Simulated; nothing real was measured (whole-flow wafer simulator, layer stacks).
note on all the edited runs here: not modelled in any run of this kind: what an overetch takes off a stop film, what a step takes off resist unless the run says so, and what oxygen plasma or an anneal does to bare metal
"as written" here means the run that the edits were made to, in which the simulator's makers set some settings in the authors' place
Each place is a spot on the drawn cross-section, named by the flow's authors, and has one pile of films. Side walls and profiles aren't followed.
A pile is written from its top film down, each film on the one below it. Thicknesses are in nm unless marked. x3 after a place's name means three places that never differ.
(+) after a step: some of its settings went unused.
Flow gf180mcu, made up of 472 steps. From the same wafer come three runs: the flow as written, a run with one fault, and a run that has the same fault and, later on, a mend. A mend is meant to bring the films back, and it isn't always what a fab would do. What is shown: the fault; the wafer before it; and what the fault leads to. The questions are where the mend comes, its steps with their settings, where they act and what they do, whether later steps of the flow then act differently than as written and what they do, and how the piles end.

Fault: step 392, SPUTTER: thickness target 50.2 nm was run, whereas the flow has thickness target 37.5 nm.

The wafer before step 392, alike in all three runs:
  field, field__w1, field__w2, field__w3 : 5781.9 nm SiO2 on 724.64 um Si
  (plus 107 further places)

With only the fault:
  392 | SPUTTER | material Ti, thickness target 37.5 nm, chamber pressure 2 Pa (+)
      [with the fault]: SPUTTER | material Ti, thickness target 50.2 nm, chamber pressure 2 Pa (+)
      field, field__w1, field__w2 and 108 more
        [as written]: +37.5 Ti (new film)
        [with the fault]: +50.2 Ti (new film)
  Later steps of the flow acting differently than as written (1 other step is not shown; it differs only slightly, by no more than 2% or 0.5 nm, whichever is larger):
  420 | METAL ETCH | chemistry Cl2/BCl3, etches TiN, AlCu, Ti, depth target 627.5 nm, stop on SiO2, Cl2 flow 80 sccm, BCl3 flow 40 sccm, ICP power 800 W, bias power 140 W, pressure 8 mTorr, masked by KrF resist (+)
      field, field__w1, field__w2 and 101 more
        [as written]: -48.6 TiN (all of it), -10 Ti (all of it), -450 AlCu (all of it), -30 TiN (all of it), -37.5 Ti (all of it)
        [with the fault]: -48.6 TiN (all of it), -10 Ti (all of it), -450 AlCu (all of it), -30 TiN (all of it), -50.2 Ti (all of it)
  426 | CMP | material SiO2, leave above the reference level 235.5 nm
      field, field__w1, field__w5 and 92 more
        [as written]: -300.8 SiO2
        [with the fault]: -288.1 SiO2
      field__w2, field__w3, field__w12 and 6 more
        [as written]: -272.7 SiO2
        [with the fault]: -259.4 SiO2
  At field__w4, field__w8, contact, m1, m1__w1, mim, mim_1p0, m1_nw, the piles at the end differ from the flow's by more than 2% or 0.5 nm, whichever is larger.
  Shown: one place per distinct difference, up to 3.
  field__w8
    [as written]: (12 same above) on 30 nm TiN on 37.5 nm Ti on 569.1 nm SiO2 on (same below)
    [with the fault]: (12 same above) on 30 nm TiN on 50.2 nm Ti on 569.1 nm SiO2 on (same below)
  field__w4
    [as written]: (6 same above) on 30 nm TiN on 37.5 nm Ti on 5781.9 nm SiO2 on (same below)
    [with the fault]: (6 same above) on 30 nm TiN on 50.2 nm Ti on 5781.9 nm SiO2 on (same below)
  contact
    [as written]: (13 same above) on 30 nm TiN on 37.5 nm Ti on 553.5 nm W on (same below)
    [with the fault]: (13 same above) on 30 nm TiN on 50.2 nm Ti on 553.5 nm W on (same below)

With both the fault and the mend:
  The mend follows step 392.
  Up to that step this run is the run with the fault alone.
  392a | METAL ETCH | chemistry Cl2/BCl3, etches TiN, AlCu, Ti, depth target 12.7 nm, Cl2 flow 80 sccm, BCl3 flow 40 sccm, ICP power 800 W, bias power 140 W, pressure 8 mTorr (the flow's step 260 again, with other settings)
      field, field__w1, field__w2 and 108 more
        -12.7 Ti
  Every later step of the flow that is run acts as written at every place that is followed.
  The piles end the same as the flow's at every place that both follow.
